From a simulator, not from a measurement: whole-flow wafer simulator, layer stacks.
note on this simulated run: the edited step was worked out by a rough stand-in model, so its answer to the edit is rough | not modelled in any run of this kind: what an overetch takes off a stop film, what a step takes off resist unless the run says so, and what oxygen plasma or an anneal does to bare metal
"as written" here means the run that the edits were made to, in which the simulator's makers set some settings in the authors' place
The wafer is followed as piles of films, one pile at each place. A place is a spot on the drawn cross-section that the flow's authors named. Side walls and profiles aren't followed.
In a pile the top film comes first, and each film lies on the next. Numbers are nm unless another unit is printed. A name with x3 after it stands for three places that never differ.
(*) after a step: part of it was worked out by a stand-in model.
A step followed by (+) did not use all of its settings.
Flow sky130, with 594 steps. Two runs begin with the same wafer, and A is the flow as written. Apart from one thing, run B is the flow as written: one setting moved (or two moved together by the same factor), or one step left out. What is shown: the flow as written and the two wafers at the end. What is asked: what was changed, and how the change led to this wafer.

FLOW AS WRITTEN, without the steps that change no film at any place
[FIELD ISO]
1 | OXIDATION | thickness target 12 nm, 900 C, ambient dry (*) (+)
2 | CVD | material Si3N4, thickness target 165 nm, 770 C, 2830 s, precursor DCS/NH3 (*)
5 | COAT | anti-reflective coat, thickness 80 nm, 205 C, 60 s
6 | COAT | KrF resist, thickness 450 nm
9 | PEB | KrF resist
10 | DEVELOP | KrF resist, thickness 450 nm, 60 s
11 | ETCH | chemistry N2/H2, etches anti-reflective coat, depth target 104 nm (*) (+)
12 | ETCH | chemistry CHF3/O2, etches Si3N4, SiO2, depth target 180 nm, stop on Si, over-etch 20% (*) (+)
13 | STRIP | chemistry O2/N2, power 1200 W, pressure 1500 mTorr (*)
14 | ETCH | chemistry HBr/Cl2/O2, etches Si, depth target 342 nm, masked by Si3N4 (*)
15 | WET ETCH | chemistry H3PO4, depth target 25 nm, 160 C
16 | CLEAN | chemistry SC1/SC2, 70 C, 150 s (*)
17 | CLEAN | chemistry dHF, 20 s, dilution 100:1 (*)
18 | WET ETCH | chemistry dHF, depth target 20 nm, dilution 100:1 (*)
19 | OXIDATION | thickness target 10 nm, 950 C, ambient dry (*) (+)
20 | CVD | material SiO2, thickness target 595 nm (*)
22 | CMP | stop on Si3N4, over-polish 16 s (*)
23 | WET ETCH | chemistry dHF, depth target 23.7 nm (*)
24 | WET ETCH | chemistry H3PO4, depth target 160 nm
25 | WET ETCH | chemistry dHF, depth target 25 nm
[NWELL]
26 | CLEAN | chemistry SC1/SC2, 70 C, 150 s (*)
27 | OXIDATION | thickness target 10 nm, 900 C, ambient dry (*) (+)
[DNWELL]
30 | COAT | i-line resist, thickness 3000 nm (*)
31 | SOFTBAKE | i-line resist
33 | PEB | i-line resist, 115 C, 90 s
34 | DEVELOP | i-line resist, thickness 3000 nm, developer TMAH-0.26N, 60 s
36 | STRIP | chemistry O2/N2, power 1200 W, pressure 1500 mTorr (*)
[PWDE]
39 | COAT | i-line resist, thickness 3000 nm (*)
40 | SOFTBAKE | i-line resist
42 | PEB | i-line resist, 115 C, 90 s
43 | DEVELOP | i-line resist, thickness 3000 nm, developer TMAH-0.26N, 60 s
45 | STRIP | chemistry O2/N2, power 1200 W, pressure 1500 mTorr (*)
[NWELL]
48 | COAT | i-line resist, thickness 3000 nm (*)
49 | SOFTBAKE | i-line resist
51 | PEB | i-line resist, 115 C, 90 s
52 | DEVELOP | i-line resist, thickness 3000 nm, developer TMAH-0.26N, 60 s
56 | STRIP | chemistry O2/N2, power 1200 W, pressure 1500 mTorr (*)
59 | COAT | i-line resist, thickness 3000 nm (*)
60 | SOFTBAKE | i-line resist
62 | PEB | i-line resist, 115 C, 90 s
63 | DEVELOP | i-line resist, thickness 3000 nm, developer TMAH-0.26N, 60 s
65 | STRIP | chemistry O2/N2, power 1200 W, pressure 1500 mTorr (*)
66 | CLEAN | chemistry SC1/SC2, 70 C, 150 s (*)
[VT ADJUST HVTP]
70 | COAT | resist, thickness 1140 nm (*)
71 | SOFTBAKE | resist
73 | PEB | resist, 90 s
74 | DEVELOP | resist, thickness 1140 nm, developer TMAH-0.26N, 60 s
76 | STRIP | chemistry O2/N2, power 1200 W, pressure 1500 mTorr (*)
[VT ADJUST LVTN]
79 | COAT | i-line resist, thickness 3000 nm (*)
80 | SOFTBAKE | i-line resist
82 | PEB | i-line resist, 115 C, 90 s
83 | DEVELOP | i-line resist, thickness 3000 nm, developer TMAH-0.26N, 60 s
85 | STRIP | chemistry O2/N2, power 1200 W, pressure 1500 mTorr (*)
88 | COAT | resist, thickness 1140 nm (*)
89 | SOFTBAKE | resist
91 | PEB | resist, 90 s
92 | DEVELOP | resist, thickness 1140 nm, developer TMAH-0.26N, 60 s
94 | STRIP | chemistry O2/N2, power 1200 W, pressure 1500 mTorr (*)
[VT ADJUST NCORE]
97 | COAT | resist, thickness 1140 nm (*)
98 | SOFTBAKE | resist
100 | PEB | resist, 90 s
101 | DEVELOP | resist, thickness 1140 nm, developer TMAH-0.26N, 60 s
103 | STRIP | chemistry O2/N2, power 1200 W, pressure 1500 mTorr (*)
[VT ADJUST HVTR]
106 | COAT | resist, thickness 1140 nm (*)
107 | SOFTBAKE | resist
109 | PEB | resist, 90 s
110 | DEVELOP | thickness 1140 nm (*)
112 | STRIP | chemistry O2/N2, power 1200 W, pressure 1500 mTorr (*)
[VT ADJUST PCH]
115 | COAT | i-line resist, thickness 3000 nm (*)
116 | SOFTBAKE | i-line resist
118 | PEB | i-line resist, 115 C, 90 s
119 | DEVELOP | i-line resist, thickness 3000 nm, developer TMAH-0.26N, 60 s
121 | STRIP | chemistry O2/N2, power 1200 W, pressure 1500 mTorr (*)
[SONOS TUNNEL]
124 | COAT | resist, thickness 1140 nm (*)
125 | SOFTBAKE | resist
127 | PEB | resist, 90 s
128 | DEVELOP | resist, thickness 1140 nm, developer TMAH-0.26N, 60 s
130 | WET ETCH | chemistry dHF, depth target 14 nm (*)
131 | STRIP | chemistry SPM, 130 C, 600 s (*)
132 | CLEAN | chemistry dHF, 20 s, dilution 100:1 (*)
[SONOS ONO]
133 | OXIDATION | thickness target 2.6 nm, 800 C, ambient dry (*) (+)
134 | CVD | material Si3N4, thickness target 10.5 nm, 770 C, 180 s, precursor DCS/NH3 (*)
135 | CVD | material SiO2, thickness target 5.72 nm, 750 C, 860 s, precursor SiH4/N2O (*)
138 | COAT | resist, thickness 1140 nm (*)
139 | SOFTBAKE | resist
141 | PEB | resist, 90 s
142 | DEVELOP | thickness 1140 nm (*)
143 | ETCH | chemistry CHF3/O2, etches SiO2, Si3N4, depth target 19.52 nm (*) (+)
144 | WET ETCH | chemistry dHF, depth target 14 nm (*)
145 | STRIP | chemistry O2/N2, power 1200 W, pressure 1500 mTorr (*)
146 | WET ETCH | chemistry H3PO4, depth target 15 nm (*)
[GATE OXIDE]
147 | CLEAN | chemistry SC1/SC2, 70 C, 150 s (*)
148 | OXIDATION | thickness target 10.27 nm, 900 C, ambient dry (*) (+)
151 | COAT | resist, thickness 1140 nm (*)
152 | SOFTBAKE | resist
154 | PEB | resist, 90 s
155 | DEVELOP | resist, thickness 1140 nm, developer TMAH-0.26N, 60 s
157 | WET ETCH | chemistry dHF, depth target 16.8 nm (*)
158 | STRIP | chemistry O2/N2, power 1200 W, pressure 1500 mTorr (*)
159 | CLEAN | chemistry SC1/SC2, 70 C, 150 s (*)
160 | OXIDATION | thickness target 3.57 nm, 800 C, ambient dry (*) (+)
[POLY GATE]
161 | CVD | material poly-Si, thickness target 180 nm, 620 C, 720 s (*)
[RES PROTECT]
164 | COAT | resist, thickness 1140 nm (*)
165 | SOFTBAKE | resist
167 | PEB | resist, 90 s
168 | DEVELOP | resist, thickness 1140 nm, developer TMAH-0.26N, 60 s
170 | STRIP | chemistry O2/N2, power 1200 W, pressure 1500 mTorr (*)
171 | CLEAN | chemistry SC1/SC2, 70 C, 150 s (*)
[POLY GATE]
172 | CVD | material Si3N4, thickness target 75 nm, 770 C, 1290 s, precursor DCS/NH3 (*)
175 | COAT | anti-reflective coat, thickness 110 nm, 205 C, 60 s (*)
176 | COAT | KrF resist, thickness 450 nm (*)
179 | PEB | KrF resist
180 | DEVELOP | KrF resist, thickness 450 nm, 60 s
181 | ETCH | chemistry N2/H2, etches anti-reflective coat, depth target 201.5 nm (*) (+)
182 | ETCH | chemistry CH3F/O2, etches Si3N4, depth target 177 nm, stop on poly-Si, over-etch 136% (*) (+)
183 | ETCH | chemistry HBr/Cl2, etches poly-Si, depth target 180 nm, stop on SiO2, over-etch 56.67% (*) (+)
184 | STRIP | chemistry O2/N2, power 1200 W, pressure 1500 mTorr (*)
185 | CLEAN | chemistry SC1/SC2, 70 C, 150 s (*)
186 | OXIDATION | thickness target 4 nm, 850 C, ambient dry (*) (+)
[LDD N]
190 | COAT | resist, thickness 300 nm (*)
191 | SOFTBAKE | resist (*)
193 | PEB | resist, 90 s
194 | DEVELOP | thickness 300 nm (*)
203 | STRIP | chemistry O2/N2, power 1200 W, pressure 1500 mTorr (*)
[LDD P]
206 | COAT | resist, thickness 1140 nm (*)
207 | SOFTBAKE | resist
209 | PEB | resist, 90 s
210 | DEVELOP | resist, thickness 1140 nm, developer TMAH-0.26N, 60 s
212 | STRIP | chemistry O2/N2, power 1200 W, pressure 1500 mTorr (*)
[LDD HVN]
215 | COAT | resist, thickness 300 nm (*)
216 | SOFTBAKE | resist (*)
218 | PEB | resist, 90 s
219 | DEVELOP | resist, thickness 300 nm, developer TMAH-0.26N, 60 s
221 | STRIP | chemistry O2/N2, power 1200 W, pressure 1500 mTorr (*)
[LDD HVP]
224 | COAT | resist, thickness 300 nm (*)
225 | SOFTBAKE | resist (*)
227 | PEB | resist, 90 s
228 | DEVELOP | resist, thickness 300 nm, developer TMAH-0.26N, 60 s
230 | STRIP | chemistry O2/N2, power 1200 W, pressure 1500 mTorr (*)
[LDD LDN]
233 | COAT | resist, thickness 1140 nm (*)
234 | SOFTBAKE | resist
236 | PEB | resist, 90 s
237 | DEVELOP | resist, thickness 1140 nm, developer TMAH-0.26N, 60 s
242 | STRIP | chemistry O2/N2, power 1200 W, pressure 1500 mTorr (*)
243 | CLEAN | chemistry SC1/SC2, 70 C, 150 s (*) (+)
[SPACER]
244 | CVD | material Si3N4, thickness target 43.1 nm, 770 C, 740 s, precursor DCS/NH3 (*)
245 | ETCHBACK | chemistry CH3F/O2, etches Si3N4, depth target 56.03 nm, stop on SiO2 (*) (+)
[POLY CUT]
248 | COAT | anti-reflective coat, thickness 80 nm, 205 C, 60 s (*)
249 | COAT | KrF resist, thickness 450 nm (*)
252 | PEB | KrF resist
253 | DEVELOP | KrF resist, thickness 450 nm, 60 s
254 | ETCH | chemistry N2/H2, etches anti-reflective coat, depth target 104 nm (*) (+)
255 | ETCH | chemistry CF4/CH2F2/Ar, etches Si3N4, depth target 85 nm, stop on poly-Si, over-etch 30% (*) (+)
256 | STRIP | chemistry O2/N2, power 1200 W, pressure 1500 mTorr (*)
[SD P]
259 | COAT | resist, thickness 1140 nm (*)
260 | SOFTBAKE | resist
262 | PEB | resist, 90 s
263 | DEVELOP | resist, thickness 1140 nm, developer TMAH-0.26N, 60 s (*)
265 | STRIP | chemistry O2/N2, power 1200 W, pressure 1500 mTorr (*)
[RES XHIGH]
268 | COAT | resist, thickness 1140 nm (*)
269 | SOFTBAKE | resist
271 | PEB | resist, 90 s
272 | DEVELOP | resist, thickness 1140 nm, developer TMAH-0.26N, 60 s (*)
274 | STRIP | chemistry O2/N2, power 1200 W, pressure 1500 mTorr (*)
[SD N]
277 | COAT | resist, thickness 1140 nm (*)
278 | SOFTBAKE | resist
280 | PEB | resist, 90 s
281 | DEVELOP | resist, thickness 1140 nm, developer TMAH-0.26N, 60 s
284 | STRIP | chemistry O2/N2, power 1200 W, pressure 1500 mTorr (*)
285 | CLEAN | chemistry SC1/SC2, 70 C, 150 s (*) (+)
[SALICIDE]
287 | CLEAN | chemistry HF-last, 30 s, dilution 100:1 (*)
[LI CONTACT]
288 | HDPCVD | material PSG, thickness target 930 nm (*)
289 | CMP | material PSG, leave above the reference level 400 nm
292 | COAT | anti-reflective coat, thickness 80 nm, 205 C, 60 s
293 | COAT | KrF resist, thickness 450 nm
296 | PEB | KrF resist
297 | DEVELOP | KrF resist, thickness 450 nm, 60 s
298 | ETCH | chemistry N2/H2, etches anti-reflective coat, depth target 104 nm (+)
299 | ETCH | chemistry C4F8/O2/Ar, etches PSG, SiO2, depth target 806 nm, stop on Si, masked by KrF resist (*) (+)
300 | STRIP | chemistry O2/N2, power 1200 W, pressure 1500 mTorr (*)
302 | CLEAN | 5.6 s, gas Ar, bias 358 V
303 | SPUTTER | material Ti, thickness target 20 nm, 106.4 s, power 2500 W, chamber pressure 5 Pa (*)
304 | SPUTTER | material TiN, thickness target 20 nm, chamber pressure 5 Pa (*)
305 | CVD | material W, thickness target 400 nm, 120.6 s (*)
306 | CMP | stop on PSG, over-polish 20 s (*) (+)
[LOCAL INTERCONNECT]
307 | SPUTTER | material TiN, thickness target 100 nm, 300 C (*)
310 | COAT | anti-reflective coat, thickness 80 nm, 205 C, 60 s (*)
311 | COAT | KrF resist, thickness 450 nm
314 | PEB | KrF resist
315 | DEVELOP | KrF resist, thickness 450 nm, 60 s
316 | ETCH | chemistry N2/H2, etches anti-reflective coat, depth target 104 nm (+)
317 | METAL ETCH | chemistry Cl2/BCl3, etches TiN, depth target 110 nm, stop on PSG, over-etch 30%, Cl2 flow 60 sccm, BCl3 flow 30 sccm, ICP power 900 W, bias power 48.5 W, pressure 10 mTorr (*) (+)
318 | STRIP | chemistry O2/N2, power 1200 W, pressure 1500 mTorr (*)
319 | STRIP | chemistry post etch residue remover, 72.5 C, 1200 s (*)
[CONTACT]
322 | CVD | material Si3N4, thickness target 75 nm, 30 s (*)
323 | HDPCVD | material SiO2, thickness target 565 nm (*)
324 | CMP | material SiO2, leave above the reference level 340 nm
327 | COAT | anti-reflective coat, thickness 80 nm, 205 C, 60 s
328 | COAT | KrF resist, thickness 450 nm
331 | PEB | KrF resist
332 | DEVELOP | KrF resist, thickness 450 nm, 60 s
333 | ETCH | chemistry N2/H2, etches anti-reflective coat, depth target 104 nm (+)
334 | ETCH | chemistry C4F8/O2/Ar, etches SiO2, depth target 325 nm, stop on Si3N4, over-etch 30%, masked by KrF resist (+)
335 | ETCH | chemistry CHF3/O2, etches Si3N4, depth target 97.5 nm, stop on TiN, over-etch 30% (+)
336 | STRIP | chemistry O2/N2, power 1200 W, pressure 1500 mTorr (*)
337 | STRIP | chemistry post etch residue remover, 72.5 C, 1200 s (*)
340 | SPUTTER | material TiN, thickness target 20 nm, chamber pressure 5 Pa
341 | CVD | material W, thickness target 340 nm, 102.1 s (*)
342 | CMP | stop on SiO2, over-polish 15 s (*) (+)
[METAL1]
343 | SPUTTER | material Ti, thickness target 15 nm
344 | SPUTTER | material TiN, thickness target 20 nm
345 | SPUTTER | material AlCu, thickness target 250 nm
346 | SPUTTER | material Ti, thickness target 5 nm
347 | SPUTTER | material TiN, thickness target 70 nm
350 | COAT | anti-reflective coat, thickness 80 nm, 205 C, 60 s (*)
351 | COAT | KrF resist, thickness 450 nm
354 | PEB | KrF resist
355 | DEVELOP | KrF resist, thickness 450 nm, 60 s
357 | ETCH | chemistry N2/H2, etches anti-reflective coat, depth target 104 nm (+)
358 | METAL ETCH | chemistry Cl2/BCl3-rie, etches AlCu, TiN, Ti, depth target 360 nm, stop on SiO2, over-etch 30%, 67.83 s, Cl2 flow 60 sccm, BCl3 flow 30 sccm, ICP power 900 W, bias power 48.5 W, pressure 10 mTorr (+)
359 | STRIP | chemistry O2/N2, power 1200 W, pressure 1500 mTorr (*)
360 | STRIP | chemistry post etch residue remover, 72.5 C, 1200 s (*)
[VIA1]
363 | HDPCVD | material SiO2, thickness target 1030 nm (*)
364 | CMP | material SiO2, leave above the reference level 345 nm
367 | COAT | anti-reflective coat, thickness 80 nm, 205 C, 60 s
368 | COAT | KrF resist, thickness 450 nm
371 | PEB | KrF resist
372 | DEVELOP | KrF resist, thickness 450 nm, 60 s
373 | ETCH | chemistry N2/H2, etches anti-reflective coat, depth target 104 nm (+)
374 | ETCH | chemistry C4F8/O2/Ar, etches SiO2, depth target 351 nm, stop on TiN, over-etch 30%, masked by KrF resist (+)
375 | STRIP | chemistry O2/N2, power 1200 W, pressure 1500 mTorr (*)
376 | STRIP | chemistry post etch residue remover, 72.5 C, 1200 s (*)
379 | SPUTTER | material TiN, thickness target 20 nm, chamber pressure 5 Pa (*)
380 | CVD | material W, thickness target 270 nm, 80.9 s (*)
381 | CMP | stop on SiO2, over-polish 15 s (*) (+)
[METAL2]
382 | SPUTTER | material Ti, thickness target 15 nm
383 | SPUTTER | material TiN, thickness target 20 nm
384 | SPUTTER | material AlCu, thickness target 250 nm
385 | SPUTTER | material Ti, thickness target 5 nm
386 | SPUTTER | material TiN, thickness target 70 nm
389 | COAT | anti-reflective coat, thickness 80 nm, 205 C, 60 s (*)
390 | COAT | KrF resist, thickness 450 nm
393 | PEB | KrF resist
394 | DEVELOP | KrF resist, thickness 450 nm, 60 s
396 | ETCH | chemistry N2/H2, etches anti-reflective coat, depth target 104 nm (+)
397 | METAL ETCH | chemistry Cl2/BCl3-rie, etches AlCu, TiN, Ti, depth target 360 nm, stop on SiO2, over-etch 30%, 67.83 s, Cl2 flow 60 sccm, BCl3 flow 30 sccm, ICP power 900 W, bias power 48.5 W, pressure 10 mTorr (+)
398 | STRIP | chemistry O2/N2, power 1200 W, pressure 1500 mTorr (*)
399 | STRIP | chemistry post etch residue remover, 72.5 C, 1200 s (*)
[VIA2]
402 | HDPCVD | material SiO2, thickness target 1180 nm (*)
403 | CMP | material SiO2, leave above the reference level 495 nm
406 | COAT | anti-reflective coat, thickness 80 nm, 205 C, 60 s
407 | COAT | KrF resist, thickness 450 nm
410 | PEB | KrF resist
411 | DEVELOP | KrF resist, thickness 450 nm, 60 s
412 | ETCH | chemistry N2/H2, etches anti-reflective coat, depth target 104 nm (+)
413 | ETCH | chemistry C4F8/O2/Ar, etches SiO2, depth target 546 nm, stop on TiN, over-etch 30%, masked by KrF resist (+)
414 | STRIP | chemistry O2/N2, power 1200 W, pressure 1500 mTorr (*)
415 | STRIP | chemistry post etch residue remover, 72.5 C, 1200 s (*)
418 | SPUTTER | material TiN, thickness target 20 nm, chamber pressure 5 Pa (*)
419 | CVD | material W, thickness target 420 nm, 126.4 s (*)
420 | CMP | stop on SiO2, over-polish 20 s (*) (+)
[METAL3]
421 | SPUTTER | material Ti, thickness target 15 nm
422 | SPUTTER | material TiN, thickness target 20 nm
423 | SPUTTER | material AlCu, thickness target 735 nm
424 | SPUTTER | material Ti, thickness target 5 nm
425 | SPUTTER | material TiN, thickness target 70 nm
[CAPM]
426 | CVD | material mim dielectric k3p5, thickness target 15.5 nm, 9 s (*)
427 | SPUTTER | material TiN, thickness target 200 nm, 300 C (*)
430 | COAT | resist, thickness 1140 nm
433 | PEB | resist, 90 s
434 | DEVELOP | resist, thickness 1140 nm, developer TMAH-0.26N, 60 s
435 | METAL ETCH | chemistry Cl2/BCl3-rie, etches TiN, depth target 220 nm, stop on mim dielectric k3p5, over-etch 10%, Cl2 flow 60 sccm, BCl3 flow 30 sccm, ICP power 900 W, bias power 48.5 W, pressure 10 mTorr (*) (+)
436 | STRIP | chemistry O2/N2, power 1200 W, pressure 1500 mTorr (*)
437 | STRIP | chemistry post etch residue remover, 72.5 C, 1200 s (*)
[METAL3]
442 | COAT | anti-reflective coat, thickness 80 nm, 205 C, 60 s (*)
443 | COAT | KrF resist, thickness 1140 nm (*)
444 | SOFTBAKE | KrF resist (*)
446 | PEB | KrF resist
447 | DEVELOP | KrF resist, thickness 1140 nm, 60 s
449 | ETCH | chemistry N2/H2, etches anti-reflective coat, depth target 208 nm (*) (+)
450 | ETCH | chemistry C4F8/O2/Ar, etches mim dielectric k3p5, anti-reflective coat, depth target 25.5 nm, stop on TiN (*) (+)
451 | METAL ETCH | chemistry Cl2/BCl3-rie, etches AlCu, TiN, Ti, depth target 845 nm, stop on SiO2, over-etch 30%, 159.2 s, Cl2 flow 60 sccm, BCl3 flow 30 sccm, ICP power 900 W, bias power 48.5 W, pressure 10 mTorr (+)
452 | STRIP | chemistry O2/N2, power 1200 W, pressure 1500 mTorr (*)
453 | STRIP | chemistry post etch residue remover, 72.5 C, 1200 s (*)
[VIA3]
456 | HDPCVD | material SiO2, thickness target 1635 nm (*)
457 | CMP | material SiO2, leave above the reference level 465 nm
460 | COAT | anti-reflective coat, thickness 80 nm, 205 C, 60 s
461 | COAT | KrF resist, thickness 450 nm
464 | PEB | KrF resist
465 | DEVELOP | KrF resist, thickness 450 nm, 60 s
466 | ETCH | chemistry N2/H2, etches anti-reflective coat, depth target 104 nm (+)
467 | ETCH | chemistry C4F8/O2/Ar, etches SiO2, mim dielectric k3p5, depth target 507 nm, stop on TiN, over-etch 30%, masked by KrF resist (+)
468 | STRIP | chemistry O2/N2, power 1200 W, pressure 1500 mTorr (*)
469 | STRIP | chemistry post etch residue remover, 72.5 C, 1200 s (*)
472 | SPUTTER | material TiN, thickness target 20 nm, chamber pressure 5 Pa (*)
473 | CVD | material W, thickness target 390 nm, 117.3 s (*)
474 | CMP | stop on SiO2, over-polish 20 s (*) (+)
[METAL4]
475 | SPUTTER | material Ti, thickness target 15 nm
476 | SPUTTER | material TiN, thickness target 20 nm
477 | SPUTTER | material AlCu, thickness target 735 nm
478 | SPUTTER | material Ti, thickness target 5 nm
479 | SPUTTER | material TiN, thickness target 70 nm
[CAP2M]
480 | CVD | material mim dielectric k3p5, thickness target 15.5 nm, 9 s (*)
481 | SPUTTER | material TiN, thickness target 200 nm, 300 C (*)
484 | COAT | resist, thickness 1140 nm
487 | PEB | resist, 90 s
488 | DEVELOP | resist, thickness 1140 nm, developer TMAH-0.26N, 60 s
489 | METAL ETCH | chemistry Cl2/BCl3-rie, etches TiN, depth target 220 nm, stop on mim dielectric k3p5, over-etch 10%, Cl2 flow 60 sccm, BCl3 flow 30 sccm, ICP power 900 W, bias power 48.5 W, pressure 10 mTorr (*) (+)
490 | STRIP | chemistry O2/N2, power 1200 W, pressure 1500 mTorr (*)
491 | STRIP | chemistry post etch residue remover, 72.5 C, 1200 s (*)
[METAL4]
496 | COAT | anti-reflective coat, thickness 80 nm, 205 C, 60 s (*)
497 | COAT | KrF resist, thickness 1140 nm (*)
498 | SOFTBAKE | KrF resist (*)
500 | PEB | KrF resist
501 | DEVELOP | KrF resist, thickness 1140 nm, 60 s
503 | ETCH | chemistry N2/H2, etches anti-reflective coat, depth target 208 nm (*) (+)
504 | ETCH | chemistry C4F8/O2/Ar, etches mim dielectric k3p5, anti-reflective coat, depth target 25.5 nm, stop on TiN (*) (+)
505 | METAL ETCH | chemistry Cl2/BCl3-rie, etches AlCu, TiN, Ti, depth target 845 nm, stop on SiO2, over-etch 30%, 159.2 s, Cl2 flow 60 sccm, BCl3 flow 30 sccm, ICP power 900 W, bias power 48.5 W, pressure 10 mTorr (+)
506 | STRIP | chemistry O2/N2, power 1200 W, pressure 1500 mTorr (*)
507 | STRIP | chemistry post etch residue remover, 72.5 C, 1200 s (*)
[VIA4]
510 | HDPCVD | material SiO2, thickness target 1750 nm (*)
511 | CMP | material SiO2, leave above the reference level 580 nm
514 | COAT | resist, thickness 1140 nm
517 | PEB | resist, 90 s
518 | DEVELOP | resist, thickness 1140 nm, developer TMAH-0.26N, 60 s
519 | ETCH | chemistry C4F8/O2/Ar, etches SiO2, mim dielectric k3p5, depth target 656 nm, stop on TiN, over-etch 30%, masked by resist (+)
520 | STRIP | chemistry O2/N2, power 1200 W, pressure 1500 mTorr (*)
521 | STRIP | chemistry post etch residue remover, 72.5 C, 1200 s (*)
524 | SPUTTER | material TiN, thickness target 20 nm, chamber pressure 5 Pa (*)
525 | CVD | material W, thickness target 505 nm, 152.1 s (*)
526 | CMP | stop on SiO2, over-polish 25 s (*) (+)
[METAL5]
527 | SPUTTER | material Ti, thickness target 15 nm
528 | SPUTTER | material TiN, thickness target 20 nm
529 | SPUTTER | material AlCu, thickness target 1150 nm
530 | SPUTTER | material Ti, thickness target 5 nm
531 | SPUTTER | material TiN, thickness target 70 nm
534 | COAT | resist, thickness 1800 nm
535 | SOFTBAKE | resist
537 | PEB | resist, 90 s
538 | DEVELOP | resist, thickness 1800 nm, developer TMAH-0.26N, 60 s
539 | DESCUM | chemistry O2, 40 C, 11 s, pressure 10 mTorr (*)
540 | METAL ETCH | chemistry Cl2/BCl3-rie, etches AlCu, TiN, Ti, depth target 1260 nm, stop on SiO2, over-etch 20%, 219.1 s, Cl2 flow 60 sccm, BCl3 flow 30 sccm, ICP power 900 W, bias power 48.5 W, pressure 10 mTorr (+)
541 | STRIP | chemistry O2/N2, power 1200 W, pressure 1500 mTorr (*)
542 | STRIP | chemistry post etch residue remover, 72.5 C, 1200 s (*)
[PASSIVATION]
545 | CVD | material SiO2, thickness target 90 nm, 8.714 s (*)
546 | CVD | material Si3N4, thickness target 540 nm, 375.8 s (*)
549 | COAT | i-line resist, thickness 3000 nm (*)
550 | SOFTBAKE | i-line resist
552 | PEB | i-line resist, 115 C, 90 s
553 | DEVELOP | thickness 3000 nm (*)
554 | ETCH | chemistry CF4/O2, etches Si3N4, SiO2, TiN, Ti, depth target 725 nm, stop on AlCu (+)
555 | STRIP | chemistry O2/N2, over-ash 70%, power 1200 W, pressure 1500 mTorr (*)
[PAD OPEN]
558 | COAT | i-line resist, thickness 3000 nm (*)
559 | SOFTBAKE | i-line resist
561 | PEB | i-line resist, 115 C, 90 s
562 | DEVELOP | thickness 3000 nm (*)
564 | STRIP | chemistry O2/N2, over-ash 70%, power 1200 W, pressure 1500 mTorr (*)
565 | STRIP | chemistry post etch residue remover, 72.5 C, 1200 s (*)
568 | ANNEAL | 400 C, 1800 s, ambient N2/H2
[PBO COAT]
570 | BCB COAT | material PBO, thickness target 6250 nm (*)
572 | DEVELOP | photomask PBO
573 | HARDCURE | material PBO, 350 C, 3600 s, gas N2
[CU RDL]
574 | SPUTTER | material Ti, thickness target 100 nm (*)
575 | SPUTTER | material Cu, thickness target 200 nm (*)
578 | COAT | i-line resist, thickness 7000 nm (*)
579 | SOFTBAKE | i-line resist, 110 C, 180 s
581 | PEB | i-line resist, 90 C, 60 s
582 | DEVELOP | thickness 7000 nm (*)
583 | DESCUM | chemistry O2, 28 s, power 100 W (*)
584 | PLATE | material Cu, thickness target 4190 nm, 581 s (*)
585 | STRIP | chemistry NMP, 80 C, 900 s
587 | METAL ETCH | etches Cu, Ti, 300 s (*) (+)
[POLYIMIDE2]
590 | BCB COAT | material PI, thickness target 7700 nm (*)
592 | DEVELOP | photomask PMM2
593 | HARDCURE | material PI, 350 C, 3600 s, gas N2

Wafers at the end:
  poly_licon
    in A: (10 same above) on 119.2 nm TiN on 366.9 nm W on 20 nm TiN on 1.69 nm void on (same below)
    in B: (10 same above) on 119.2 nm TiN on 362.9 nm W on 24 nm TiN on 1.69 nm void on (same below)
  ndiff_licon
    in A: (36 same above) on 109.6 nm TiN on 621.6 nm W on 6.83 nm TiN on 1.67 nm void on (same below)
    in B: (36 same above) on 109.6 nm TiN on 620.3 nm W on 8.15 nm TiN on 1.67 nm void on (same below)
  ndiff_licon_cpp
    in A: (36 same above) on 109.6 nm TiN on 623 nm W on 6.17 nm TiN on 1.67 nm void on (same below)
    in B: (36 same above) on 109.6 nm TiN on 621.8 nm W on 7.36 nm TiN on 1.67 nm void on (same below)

What caused this: step 304, SPUTTER: thickness target 24 nm was run, though the flow has thickness target 20 nm.
The wafer itself shows it: poly_licon has TiN 24, and step 304 as written asks for 20 nm.

How this came from the change, step by step:
  304 | SPUTTER | material TiN, thickness target 20 nm, chamber pressure 5 Pa (*)
      field, active, n_well and 185 more: A TiN gains 20 (new film) | B TiN gains 24 (new film)
      ndiff_licon: A TiN gains 6.83 (new film) | B TiN gains 8.15 (new film)
      (as well as at 2 more places)
  306 | CMP | stop on PSG, over-polish 20 s (*) (+)
      field, active, n_well and 184 more: A W loses 400 (all of it), TiN loses 20 (all of it), Ti loses 20 (all of it), PSG loses 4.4 | B W loses 400 (all of it), TiN loses 24 (all of it), Ti loses 20 (all of it), PSG loses 4.4
      poly_licon: A W loses 33.1 | B W loses 37.1
